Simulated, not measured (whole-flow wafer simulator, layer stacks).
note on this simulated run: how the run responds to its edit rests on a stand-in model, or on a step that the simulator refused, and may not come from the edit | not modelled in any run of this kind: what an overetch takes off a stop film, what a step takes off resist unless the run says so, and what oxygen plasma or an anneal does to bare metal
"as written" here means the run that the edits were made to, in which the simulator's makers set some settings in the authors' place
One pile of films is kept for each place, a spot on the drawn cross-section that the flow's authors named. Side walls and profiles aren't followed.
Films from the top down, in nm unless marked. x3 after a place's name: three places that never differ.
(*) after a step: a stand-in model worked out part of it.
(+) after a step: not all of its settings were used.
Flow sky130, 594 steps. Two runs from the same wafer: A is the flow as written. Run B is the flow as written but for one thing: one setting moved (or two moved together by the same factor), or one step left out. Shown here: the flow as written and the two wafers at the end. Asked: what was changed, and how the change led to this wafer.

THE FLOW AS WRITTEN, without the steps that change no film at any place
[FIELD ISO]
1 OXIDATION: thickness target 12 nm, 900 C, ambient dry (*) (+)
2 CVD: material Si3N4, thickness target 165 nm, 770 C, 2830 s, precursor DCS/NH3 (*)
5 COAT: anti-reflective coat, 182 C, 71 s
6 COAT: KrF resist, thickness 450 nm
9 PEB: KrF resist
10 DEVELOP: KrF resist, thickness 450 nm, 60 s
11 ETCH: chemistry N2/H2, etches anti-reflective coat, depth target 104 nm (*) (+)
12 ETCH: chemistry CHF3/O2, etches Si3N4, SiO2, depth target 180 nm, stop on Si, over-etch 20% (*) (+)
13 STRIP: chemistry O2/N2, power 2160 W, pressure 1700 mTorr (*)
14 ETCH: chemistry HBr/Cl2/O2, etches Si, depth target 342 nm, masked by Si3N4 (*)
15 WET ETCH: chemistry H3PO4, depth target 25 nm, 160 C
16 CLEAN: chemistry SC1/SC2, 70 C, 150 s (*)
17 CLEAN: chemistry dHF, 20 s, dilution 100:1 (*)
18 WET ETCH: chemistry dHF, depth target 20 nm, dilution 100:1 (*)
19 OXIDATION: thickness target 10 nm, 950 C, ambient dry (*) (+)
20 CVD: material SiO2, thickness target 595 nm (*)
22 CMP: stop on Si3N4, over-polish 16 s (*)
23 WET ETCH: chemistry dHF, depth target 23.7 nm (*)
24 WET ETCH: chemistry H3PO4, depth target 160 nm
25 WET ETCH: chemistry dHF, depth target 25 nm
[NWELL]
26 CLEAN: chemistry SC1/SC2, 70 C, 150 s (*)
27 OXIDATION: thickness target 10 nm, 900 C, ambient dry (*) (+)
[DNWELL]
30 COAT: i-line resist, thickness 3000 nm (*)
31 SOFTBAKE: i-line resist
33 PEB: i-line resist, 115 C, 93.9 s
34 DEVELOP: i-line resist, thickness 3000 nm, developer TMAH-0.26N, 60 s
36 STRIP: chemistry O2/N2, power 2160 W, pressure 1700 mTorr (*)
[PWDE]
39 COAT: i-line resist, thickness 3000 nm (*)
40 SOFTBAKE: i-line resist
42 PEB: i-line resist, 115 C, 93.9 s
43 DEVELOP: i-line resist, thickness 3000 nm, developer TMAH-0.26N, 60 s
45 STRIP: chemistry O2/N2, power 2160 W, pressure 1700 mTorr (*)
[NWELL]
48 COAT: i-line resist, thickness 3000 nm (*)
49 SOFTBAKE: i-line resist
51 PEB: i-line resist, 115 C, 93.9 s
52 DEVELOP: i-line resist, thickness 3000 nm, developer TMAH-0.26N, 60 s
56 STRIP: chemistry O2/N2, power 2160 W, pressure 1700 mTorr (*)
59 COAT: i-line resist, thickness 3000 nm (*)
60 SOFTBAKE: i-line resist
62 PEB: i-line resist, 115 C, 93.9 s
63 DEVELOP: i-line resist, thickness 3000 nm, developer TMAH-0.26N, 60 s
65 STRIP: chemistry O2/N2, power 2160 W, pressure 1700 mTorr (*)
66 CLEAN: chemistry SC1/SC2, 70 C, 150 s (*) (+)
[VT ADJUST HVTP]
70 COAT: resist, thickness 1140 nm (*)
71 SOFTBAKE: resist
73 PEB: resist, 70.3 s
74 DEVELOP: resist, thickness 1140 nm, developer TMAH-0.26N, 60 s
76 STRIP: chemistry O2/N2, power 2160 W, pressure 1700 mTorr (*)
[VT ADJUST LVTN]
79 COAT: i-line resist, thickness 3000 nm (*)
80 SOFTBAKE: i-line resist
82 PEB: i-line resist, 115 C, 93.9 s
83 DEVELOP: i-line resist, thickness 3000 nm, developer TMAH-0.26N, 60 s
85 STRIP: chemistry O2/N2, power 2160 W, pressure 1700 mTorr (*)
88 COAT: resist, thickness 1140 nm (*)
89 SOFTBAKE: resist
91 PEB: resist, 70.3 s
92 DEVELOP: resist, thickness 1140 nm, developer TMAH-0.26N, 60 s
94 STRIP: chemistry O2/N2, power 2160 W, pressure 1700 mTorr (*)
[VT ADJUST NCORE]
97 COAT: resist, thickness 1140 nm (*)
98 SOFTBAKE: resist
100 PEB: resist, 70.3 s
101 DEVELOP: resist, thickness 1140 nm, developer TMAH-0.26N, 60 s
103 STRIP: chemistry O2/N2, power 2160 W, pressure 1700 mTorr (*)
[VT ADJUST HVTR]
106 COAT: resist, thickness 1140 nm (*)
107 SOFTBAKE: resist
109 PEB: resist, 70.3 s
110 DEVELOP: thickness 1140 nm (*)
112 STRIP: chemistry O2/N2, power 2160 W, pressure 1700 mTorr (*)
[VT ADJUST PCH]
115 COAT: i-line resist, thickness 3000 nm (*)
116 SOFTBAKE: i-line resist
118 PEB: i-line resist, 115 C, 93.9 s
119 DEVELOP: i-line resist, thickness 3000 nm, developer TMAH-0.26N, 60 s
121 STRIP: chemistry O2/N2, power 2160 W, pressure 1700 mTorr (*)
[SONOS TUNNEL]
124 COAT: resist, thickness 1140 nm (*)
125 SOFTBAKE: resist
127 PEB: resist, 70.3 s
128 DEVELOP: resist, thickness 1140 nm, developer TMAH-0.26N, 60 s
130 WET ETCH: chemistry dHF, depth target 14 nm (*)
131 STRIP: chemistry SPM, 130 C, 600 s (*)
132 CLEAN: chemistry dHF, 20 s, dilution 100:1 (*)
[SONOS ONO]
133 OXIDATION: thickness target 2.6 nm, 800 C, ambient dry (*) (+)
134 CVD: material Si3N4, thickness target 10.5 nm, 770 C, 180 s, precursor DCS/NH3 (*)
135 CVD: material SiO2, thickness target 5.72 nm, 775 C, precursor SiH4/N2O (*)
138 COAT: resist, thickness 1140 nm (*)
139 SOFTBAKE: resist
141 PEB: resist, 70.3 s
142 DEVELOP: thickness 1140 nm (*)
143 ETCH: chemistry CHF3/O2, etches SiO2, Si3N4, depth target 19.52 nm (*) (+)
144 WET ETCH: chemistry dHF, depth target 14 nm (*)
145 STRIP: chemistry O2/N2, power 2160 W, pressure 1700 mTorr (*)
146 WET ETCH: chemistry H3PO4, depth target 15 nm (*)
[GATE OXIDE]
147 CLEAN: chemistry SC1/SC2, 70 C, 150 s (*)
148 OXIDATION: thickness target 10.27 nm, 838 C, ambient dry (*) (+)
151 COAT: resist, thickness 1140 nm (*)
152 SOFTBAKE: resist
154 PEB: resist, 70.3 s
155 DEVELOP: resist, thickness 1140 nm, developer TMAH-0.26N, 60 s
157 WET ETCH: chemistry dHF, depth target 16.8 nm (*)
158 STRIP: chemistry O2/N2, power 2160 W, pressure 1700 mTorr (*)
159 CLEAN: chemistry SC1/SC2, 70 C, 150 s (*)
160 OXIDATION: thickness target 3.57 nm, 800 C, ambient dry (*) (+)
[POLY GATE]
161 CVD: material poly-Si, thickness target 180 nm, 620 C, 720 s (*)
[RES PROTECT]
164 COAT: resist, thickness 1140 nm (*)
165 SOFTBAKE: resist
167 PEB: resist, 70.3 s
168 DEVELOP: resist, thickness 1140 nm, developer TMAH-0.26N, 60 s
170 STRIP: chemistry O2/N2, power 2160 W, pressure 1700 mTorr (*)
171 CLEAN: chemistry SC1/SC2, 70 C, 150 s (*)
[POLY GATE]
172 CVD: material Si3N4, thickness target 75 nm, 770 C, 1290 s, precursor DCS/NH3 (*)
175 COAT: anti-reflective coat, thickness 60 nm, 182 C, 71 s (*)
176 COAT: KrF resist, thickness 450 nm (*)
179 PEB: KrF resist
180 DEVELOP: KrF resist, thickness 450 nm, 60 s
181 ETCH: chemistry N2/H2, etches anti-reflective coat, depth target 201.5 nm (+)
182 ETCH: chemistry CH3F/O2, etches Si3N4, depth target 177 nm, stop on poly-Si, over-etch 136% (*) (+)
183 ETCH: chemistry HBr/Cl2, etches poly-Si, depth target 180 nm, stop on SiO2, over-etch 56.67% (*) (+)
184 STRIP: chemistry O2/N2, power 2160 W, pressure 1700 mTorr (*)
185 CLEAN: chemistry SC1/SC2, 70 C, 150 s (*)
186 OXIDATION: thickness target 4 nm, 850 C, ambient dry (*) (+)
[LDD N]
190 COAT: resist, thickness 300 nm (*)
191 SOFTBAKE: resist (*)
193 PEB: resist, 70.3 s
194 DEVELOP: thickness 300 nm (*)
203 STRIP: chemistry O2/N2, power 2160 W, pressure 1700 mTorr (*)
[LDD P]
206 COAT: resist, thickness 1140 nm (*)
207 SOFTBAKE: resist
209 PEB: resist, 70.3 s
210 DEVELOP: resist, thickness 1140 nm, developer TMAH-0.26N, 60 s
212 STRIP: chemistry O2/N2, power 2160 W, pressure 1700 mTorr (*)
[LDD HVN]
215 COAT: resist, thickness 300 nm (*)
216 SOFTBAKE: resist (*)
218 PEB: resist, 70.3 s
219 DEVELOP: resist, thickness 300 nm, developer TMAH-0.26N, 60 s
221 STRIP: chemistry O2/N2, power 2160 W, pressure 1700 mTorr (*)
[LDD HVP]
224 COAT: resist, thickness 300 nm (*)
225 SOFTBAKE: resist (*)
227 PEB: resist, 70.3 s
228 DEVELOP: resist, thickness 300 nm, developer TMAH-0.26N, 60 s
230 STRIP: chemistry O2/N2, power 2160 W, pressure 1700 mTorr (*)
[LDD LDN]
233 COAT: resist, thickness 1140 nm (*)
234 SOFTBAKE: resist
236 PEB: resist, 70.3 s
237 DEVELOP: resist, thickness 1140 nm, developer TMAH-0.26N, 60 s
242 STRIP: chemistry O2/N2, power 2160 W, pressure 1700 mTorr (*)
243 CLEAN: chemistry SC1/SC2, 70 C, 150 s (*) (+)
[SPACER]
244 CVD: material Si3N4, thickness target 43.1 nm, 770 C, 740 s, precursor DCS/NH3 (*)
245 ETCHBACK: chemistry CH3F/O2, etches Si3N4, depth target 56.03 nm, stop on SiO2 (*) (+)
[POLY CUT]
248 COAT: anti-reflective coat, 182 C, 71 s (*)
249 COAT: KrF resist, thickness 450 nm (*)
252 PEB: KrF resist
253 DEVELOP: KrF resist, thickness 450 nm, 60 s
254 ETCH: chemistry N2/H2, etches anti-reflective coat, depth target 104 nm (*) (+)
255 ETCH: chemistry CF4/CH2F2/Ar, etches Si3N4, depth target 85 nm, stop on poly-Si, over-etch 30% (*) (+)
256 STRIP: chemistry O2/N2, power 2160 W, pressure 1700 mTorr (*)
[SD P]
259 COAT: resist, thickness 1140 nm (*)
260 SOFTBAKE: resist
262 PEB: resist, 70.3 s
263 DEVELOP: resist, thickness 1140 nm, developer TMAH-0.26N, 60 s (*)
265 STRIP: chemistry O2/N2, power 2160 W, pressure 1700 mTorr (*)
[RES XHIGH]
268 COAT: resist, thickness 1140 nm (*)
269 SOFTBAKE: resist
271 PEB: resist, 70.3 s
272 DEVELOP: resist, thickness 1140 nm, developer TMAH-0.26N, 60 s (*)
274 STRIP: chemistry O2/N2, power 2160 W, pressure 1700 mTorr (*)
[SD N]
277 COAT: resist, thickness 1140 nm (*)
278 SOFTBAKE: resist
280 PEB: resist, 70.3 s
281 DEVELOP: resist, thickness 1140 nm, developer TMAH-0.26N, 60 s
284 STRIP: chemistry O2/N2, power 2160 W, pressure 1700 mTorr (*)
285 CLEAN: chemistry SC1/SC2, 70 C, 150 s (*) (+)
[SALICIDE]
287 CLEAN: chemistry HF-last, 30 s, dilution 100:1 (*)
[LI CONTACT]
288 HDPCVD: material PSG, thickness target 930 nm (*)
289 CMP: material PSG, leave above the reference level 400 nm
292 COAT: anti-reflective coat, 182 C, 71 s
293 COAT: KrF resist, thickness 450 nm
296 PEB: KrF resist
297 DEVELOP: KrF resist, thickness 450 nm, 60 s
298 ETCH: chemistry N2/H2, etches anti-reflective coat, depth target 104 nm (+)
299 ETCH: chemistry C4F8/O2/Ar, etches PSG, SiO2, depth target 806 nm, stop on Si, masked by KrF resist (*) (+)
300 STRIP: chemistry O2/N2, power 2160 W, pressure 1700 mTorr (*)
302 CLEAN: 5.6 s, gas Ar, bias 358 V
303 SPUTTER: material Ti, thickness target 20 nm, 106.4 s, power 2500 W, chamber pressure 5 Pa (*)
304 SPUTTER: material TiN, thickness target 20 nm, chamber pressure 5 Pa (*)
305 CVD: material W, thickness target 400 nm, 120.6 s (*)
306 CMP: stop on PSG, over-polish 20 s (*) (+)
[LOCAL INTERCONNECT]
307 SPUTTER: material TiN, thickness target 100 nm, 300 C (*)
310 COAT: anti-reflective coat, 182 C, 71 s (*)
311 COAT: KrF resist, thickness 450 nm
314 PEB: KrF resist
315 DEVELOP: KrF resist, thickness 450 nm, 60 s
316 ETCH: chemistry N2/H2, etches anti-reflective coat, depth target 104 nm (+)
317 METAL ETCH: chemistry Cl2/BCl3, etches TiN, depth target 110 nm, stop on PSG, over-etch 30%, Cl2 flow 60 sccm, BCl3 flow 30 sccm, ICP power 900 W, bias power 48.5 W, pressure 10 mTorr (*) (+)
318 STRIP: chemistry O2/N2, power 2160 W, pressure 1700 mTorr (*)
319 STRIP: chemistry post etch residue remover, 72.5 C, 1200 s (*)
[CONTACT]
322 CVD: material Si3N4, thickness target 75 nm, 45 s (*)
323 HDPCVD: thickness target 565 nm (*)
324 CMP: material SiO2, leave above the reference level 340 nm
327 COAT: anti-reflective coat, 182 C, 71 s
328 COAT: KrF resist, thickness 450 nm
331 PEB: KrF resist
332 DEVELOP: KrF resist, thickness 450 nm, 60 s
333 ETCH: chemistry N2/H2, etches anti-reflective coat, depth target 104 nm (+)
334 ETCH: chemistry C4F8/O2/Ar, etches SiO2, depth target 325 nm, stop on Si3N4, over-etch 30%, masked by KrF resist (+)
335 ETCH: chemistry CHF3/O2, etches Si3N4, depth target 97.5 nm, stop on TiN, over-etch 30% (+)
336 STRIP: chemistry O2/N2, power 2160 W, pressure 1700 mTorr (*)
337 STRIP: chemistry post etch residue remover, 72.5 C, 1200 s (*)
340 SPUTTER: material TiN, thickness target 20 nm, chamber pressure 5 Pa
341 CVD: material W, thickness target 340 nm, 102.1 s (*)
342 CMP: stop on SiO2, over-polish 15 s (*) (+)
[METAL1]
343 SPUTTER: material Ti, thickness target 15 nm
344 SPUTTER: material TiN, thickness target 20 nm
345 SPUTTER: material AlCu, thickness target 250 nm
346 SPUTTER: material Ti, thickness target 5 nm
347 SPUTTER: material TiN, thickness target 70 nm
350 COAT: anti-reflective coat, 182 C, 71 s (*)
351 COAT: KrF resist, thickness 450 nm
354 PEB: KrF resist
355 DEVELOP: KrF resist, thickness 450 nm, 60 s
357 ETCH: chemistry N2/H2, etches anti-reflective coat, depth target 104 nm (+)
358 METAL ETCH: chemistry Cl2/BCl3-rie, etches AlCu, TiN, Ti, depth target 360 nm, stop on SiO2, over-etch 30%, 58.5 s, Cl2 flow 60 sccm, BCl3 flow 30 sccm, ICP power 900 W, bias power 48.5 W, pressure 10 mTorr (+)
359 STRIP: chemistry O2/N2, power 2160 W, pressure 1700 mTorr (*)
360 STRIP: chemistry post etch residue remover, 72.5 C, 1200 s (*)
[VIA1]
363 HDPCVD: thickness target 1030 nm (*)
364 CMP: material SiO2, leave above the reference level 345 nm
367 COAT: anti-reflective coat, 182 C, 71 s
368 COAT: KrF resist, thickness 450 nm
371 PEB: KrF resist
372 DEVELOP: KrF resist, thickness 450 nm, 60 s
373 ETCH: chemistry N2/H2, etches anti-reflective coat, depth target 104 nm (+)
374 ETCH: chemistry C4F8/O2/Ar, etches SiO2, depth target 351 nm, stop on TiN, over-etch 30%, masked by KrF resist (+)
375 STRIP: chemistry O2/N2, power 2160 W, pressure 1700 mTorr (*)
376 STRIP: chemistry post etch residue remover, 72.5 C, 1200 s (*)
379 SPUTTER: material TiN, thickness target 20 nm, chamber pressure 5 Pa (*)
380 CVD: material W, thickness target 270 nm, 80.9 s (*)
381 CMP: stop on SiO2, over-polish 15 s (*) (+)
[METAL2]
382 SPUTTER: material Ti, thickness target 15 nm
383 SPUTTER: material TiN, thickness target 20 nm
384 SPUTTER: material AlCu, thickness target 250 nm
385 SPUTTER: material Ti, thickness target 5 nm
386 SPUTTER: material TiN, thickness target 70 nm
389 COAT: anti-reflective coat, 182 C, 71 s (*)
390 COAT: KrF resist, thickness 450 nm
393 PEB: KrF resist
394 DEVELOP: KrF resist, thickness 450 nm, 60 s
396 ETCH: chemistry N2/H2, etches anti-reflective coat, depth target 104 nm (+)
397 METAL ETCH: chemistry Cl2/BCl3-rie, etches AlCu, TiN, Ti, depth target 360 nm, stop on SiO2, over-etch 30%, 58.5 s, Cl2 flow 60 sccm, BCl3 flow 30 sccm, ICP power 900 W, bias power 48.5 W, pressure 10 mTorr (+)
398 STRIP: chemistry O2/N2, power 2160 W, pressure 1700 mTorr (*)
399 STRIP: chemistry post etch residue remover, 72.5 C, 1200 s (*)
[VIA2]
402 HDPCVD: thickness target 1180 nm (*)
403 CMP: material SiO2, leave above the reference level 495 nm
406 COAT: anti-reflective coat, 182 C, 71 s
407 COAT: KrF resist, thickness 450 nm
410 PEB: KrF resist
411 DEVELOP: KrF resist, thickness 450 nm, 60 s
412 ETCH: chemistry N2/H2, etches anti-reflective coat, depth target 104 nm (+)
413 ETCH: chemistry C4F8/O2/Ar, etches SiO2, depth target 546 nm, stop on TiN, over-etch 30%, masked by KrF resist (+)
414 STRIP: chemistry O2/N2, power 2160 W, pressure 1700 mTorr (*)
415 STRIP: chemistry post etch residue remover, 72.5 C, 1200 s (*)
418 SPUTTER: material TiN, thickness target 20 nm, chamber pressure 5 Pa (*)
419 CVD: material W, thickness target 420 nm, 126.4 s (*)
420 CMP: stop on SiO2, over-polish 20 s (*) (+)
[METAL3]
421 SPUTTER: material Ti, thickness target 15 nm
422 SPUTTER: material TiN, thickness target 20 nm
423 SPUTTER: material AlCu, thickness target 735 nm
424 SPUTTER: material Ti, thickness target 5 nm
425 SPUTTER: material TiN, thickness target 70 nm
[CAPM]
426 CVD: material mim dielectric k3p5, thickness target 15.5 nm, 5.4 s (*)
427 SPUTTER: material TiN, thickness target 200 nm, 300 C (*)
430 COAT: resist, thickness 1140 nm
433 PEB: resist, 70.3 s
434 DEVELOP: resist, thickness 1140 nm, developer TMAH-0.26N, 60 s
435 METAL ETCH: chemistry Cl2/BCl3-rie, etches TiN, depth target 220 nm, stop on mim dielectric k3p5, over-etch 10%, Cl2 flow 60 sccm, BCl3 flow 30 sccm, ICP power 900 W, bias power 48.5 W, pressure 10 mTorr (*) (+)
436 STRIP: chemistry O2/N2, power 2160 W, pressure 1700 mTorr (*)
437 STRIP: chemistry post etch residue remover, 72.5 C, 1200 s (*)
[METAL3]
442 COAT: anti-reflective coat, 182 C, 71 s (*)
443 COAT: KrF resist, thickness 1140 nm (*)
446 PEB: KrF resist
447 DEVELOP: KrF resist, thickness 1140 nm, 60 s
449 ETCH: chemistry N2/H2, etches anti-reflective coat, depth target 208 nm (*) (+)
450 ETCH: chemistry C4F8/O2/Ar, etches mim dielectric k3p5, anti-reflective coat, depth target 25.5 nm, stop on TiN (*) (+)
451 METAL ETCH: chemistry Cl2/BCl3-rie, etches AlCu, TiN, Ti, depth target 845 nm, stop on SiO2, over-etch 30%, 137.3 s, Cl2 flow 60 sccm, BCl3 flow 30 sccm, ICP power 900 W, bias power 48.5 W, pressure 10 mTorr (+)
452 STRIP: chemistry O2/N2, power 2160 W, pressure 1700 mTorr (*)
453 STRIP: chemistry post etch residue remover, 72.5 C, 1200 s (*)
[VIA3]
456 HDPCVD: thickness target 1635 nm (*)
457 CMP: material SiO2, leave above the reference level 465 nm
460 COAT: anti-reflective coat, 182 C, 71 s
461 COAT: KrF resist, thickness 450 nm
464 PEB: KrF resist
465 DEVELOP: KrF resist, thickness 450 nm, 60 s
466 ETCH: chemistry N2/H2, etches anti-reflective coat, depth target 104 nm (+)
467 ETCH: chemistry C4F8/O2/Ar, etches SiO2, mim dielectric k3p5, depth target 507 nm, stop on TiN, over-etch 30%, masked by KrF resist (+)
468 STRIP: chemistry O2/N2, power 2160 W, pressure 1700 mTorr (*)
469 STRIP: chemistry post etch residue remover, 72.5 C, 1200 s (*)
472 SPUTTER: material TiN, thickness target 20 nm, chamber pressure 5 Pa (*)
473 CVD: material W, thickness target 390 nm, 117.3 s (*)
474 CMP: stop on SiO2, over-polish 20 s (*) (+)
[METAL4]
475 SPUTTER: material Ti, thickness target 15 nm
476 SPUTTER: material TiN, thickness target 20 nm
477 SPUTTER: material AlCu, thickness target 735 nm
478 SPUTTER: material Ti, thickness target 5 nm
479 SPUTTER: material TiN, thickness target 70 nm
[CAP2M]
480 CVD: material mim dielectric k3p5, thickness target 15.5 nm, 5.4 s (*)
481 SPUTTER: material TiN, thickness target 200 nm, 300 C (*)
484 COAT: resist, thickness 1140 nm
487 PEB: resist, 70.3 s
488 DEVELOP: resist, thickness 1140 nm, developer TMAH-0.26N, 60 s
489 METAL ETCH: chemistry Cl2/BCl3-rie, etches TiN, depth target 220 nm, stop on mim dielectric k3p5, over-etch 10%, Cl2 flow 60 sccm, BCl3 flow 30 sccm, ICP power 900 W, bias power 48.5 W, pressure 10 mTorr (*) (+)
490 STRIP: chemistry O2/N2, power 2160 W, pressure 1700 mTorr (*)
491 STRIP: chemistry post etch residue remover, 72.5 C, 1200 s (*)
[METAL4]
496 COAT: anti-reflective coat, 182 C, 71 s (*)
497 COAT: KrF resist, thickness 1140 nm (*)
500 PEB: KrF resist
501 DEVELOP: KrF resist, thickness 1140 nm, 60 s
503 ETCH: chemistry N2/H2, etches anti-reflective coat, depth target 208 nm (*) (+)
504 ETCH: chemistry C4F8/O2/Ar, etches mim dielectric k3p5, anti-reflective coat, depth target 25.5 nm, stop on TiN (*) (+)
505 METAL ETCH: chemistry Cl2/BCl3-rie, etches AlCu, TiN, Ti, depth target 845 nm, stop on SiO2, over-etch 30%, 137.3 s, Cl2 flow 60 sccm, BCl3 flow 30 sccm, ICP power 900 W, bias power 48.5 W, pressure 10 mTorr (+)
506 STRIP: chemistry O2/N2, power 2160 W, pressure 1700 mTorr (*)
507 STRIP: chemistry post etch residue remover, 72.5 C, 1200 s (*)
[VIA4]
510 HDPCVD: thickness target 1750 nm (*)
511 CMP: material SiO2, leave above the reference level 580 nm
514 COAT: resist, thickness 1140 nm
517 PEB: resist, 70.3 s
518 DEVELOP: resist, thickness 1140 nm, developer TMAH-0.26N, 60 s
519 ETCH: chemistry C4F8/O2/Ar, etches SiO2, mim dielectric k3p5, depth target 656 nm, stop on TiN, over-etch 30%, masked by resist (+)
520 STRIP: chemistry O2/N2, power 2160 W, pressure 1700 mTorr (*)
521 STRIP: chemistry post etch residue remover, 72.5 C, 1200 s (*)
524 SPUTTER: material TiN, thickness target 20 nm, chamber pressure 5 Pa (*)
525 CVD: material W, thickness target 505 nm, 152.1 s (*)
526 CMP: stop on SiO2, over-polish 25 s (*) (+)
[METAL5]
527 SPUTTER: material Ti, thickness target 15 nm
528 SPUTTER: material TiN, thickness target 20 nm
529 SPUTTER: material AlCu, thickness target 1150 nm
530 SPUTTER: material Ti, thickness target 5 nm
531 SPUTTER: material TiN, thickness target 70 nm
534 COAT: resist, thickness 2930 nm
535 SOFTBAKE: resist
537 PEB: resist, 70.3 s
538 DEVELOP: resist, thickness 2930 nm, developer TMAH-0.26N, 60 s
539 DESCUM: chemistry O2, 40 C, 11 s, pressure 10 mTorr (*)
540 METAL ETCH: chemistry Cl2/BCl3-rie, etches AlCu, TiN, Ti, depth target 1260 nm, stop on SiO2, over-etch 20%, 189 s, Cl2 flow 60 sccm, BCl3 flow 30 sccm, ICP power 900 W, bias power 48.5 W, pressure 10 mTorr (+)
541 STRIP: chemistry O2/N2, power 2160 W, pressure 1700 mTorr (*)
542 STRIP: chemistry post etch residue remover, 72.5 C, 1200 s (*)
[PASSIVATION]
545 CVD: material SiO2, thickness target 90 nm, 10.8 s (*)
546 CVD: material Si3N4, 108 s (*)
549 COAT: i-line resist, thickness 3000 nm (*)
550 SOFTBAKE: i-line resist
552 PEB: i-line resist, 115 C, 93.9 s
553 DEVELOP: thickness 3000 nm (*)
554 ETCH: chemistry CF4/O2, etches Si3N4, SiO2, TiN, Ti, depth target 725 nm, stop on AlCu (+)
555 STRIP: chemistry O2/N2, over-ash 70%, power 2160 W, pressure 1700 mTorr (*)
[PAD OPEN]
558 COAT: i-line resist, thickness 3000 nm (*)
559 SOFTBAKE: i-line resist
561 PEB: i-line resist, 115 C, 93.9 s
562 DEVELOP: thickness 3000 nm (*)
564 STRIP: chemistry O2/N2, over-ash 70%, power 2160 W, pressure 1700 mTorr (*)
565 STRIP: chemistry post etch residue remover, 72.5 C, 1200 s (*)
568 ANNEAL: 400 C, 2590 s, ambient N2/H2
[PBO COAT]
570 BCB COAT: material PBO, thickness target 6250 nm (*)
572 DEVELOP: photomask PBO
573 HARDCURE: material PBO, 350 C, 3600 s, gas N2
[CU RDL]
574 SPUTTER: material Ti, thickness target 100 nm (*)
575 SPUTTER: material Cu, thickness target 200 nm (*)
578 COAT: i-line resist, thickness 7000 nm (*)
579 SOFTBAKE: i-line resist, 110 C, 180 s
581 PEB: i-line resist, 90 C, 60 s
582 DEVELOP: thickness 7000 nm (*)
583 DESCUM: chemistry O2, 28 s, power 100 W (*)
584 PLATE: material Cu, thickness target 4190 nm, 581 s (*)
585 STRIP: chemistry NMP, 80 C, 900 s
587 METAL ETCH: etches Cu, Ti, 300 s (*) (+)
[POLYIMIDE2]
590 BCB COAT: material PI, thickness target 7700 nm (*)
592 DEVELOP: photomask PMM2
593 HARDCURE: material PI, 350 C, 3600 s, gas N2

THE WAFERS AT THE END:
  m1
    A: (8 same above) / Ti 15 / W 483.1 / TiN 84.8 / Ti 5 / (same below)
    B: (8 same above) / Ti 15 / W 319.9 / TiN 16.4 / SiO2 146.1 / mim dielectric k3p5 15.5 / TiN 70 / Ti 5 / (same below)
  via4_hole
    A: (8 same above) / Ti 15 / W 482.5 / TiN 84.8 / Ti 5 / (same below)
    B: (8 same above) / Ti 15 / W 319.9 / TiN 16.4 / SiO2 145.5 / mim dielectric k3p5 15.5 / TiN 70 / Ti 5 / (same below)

The cause: step 519, ETCH: depth target 344 nm was run, where the flow has depth target 656 nm.

How the change led to this, step by step:
  519 ETCH: chemistry C4F8/O2/Ar, etches SiO2, mim dielectric k3p5, depth target 656 nm, stop on TiN, over-etch 30%, masked by resist (+)
      m1: A SiO2 -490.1 (all of it), mim dielectric k3p5 -15.5 (all of it) | B SiO2 -344
      via4_hole: A SiO2 -489.5 (all of it), mim dielectric k3p5 -15.5 (all of it) | B SiO2 -344
      (and at 191 more places)
  520 STRIP: chemistry O2/N2, power 2160 W, pressure 1700 mTorr (*)
      field, active, n_well and 188 more: A resist -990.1 (all of it) | B resist -1052.5 (all of it)
  524 SPUTTER: material TiN, thickness target 20 nm, chamber pressure 5 Pa (*)
      m1, via4_hole: A TiN +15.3 | B TiN +16.4 (new film)
  525 CVD: material W, thickness target 505 nm, 152.1 s (*)
      m1: A W +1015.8 (new film) | B W +655.8 (new film)
      via4_hole: A W +1015.2 (new film) | B W +657.5 (new film)
  526 CMP: stop on SiO2, over-polish 25 s (*) (+)
      m1: A W -532.7 | B W -335.9
      via4_hole: A W -532.7 | B W -337.6
Counting metal films that touch as one body, m1 has 3 bodies (between them, from the top down: SiO2 146.1 / mim dielectric k3p5 15.5; SiO2 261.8 / Si3N4 75); the flow as written gives 2 bodies (between them, from the top down: SiO2 261.8 / Si3N4 75).
Counting metal films that touch as one body, via4_hole has 2 bodies (between them, from the top down: SiO2 145.5 / mim dielectric k3p5 15.5); the flow as written gives 1 body.
